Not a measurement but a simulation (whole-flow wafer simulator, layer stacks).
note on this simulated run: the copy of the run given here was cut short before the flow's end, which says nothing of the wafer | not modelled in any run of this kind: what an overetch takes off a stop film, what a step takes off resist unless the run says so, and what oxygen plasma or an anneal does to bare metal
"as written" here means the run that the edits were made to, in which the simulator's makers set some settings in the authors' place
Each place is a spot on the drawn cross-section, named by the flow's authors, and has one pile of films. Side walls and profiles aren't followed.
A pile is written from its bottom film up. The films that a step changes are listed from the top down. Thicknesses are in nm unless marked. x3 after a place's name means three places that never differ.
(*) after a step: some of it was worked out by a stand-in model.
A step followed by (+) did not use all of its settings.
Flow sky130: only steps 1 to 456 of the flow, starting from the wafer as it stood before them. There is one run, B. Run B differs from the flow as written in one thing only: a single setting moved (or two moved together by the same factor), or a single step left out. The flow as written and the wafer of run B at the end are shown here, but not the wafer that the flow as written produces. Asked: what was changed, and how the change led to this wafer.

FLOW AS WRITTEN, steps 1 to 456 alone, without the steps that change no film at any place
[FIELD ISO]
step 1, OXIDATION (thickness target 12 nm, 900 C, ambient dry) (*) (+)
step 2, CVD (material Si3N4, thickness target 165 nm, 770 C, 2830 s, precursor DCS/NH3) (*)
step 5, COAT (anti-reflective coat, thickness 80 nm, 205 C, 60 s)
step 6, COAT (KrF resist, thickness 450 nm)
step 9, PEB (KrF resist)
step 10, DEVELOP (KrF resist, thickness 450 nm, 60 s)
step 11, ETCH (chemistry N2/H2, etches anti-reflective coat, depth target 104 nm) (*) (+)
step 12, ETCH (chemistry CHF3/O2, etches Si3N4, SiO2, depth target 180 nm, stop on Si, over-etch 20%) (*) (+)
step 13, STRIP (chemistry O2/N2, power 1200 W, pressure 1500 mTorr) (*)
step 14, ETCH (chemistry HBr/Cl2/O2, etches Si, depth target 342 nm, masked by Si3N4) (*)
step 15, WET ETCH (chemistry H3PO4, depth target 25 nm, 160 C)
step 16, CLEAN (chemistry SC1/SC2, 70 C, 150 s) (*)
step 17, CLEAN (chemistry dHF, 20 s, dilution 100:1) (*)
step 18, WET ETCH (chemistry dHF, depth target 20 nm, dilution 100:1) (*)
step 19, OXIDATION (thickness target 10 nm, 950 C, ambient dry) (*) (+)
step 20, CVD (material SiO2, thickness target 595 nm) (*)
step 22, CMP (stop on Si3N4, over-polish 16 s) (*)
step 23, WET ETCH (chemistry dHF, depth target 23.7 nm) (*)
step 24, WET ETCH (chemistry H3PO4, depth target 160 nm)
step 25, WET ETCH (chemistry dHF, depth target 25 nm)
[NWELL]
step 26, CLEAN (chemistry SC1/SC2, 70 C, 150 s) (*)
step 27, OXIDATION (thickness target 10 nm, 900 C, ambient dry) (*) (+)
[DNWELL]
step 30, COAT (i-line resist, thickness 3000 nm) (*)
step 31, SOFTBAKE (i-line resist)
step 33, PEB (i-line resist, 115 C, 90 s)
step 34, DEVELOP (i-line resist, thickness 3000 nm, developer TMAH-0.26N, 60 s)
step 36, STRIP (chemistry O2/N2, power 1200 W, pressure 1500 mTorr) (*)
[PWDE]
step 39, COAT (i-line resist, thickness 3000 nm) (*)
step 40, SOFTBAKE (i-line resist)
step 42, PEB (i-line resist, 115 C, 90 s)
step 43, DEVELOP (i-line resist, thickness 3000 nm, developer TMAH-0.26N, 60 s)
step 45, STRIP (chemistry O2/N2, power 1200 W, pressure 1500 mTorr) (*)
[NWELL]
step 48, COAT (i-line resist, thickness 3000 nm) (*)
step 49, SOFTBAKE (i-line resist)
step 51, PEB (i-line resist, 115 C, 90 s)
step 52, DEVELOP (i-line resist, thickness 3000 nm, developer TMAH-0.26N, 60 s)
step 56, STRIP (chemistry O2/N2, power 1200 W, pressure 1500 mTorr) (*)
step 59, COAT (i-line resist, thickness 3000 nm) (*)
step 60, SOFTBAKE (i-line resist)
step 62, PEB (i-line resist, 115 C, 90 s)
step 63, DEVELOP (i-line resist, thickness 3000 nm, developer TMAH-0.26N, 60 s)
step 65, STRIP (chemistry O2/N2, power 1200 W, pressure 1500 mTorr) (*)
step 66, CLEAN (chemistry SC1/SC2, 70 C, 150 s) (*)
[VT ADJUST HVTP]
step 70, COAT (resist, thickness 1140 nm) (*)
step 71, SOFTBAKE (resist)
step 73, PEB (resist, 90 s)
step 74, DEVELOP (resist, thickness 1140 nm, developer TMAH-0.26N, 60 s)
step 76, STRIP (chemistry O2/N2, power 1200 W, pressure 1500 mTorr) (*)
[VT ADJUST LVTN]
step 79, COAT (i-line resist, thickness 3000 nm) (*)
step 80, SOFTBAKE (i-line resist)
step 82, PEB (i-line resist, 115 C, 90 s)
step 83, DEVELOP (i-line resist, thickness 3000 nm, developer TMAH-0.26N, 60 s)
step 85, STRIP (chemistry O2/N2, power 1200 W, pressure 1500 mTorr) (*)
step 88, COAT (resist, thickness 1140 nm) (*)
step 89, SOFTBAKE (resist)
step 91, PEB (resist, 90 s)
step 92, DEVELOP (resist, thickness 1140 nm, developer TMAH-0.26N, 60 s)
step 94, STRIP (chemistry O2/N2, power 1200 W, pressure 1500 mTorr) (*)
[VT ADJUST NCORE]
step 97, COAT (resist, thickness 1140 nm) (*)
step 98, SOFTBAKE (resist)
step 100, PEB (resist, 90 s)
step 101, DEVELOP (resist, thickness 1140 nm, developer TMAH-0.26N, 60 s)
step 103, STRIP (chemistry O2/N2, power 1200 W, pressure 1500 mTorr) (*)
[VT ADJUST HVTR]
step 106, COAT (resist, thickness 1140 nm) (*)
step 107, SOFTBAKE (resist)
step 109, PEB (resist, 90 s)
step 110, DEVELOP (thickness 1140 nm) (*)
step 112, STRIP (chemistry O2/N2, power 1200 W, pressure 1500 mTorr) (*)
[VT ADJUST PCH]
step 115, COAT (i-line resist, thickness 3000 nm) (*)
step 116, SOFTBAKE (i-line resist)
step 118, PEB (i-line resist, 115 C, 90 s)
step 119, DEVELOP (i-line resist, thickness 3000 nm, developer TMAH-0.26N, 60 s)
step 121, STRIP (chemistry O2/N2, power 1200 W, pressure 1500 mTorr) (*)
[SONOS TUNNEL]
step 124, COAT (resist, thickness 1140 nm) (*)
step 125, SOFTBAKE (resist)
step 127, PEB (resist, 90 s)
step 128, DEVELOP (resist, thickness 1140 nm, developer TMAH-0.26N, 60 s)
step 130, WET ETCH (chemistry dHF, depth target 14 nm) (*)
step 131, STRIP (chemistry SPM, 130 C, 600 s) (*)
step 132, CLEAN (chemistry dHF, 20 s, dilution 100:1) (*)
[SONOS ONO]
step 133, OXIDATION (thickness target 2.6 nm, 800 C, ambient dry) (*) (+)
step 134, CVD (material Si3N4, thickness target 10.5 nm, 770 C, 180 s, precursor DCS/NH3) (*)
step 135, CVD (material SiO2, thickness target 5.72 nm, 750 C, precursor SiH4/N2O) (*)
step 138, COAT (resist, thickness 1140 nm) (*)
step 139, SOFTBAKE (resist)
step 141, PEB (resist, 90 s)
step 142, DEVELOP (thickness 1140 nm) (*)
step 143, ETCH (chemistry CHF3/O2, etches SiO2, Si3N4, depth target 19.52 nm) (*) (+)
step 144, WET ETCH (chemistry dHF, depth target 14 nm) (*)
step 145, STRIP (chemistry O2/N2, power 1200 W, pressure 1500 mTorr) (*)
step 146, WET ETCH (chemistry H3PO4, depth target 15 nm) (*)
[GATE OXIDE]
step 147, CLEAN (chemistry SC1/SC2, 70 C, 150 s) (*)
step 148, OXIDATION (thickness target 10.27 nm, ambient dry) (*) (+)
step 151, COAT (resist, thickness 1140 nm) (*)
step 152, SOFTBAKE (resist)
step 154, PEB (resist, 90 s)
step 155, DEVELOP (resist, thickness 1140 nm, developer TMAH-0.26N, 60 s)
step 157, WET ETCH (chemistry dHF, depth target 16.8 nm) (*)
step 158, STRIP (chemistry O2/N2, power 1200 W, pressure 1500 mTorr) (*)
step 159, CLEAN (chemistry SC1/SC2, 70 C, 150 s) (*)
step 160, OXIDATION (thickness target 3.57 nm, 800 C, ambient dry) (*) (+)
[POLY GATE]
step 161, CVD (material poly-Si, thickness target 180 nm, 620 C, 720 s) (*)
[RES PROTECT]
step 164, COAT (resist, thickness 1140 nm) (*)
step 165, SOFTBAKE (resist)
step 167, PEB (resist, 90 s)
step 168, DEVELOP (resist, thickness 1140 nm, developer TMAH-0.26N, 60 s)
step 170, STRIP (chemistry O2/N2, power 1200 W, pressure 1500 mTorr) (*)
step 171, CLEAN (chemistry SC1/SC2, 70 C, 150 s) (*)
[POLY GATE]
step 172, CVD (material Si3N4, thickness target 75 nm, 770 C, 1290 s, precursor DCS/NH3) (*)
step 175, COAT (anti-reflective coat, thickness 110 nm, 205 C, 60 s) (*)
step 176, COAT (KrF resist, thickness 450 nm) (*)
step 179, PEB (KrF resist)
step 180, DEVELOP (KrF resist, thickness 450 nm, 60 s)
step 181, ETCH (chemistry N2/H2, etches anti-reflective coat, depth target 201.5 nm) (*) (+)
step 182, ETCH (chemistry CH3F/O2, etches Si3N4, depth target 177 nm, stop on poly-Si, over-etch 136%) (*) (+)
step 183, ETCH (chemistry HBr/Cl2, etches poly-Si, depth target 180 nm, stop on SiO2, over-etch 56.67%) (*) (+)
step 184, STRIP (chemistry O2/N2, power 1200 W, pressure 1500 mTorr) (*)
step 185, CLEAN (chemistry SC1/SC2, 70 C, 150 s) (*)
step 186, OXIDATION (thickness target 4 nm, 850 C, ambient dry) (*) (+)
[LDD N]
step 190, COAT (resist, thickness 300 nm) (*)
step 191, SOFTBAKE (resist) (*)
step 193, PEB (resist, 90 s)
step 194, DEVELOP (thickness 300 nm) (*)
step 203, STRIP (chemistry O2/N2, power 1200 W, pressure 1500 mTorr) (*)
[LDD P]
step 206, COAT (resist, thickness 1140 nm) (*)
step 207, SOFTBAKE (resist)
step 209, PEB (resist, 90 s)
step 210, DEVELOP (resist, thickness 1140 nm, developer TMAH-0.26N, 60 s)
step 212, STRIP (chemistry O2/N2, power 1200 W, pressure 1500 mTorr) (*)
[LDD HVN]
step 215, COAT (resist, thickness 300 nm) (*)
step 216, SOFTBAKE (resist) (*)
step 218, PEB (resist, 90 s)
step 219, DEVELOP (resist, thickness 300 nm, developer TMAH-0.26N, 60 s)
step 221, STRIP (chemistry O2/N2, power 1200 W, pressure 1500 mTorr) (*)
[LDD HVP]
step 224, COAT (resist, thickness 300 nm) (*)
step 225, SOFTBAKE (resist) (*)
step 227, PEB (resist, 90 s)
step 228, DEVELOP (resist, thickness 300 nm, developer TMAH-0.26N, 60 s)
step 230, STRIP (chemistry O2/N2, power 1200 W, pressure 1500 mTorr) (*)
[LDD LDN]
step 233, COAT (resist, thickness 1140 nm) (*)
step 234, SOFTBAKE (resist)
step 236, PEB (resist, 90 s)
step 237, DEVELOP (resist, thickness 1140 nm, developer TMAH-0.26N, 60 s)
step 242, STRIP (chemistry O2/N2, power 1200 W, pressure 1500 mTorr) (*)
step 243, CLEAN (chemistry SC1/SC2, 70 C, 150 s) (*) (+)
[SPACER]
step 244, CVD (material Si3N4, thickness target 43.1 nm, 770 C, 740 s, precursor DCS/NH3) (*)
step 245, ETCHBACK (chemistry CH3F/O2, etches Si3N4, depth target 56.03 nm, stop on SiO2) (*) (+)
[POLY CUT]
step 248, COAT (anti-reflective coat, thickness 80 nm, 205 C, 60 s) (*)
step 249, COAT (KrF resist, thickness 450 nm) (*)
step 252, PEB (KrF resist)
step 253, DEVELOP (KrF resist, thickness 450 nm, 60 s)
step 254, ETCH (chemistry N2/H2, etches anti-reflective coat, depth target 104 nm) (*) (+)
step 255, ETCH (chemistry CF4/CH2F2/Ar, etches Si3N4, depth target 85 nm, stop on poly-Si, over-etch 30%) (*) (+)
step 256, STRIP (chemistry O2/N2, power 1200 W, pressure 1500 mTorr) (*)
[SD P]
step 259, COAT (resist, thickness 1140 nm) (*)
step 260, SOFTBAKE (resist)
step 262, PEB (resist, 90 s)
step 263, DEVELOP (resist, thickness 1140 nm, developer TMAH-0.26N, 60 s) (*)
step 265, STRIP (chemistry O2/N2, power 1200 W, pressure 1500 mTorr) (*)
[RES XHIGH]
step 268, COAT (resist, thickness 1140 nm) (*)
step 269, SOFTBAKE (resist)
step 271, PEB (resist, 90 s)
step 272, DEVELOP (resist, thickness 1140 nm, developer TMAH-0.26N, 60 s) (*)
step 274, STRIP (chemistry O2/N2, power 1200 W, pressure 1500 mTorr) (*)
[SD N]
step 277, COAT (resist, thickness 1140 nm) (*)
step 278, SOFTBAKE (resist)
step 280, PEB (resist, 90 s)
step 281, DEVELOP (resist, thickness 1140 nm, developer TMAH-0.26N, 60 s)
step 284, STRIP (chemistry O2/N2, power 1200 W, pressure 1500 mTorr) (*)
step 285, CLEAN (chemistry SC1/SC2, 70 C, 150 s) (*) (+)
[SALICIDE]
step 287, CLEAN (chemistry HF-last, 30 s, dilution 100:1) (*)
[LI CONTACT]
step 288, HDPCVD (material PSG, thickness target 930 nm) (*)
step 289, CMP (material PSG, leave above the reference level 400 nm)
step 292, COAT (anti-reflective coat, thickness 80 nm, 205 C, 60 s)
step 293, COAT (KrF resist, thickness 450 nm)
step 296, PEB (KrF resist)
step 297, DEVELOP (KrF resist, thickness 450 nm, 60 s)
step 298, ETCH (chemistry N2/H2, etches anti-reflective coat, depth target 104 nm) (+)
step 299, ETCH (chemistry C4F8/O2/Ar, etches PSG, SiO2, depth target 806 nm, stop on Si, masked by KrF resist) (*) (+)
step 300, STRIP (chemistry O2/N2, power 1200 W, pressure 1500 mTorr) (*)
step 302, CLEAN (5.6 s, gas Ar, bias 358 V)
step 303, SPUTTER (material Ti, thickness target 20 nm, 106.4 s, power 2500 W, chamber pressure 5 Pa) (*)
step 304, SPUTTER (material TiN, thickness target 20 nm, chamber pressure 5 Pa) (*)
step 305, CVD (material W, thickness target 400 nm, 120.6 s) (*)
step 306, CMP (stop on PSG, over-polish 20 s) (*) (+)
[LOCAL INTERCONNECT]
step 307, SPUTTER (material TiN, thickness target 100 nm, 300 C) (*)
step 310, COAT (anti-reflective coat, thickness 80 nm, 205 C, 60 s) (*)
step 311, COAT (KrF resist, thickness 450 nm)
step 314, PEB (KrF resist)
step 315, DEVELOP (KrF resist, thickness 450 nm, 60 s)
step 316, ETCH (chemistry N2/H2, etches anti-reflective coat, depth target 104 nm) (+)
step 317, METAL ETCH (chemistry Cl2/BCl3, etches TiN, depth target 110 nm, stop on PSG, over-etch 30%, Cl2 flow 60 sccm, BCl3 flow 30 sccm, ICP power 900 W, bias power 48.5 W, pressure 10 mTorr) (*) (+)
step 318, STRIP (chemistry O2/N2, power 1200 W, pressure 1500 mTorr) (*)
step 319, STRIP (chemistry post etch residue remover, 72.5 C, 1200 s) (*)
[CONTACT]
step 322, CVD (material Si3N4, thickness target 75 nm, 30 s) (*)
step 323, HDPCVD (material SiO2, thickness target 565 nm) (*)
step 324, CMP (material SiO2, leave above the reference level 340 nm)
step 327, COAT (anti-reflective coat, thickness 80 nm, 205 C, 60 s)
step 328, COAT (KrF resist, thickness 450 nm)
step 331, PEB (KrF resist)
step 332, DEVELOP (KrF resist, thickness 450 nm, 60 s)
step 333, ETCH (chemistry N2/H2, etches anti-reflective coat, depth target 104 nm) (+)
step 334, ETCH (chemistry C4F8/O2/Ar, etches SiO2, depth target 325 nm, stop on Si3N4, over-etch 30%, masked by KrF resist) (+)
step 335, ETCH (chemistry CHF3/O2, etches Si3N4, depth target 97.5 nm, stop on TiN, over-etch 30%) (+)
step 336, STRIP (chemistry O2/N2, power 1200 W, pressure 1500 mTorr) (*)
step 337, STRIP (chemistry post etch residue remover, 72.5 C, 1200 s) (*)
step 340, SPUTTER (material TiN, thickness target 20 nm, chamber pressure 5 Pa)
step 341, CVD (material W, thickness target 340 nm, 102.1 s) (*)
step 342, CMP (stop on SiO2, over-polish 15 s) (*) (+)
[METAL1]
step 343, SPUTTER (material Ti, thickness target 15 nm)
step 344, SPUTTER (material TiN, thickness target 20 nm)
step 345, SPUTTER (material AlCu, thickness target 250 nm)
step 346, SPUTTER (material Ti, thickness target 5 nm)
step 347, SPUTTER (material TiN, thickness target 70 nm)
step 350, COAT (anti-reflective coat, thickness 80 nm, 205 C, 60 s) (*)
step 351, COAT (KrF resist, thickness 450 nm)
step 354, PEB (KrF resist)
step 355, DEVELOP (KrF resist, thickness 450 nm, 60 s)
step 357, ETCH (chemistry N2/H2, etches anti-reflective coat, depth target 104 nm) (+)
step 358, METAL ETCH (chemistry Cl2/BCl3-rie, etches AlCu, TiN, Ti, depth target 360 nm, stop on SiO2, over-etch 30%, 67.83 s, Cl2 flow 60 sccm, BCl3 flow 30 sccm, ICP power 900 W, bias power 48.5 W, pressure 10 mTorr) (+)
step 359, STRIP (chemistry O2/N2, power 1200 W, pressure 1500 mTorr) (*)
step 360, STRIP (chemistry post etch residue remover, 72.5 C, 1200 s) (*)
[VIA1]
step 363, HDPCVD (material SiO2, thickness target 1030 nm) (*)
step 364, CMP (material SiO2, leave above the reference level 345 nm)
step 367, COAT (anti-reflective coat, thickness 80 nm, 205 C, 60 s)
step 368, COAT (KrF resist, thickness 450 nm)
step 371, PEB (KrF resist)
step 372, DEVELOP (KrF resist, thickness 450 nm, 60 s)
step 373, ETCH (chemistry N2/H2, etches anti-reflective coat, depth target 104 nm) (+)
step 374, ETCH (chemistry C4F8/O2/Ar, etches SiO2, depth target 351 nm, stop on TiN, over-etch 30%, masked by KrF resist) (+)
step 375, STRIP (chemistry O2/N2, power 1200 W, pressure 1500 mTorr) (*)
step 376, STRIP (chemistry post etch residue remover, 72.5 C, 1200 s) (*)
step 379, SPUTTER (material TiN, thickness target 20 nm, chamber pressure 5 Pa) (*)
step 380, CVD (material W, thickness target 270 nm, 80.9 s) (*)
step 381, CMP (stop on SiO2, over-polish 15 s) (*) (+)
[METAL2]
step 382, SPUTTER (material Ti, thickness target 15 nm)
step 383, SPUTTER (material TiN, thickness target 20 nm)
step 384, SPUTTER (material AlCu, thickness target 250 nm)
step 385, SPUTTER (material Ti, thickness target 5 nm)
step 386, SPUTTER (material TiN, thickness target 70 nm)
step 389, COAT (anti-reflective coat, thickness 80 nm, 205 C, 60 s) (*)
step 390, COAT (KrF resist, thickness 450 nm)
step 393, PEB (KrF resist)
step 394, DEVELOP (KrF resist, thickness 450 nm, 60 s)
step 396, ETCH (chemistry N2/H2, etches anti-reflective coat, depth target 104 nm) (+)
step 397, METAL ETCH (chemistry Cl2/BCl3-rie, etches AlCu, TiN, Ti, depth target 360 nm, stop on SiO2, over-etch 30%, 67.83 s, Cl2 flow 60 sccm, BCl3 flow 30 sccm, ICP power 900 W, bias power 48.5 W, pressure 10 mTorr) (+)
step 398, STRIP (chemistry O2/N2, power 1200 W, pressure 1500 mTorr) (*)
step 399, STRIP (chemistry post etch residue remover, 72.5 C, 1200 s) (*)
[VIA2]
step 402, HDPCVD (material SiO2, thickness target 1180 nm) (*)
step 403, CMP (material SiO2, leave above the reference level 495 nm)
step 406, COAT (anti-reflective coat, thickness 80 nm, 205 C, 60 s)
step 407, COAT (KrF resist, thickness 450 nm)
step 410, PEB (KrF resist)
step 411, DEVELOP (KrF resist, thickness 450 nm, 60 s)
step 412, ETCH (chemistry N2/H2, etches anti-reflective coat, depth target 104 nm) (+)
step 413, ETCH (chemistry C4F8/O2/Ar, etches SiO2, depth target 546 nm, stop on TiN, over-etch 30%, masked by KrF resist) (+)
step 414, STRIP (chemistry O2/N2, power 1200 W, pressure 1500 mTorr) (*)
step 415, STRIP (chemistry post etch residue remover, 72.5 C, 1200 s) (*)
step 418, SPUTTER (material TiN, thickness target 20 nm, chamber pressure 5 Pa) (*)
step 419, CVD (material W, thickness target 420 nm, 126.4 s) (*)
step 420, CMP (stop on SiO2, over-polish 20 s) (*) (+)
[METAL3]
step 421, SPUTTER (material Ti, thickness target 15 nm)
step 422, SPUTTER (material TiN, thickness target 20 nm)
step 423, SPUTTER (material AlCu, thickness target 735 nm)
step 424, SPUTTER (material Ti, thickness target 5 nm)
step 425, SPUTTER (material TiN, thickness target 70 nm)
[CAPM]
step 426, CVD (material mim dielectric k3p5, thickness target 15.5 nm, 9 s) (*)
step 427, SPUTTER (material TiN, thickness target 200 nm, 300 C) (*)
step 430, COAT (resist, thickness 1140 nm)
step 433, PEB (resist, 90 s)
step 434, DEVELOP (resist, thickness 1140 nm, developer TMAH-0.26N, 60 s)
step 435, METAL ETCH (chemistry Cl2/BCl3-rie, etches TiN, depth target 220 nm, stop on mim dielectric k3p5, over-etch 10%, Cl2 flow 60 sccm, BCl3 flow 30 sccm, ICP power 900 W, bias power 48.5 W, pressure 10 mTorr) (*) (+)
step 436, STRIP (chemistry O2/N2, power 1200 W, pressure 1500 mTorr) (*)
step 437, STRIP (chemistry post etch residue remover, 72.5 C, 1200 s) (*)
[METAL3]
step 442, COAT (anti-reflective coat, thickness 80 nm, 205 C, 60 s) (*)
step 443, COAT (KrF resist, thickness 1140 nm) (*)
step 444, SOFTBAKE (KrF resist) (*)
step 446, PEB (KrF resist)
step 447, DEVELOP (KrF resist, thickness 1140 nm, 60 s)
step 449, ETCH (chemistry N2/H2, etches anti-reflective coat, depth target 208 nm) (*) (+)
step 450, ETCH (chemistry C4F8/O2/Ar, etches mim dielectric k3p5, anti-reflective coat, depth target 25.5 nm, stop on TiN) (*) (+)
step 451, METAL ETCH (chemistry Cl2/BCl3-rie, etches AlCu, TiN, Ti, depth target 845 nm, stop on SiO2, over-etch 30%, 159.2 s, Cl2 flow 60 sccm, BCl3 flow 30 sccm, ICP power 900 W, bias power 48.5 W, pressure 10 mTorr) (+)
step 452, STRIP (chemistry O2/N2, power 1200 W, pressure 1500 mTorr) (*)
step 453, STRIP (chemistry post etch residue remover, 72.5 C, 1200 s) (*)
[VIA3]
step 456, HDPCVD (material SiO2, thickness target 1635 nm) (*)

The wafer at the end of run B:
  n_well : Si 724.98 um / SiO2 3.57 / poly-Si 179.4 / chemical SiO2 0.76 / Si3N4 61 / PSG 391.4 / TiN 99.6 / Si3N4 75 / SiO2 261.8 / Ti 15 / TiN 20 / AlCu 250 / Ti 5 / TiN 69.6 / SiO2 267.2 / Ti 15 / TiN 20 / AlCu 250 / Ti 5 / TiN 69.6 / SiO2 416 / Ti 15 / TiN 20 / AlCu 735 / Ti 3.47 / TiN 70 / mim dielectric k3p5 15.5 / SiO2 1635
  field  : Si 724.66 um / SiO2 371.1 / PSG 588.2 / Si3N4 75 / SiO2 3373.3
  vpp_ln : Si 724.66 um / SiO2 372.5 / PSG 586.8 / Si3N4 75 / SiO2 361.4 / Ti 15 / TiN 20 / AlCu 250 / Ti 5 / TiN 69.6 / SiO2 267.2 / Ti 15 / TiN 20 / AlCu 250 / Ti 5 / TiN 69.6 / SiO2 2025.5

Cause: step 424, SPUTTER: thickness target 3.47 nm was run, while the flow as written has thickness target 5 nm.
The wafer lets one read it off: n_well has Ti 3.47, and step 424 as written asks for 5 nm.

The path from the change to this, step by step:
  step 424, SPUTTER (material Ti, thickness target 5 nm)
      field, active, n_well and 188 more: Ti gains 3.47 (new film) (as written it would have been: Ti gains 5 (new film))
  step 451, METAL ETCH (chemistry Cl2/BCl3-rie, etches AlCu, TiN, Ti, depth target 845 nm, stop on SiO2, over-etch 30%, 159.2 s, Cl2 flow 60 sccm, BCl3 flow 30 sccm, ICP power 900 W, bias power 48.5 W, pressure 10 mTorr) (+)
      field, active, gate and 69 more: TiN loses 70 (all of it), Ti loses 3.47 (all of it), AlCu loses 735 (all of it), TiN loses 20 (all of it), Ti loses 15 (all of it), SiO2 loses 25.5 (as written it would have been: TiN loses 70 (all of it), Ti loses 5 (all of it), AlCu loses 735 (all of it), TiN loses 20 (all of it), Ti loses 15 (all of it), SiO2 loses 25.4)
      vpp_ln, vpp_iso2, ndiff_ln and 10 more: TiN loses 70 (all of it), Ti loses 3.47 (all of it), AlCu loses 735 (all of it), TiN loses 20 (all of it), Ti loses 15 (all of it), SiO2 loses 25.5 (as written it would have been: TiN loses 70 (all of it), Ti loses 5 (all of it), AlCu loses 735 (all of it), TiN loses 20 (all of it), Ti loses 15 (all of it), SiO2 loses 25.3)
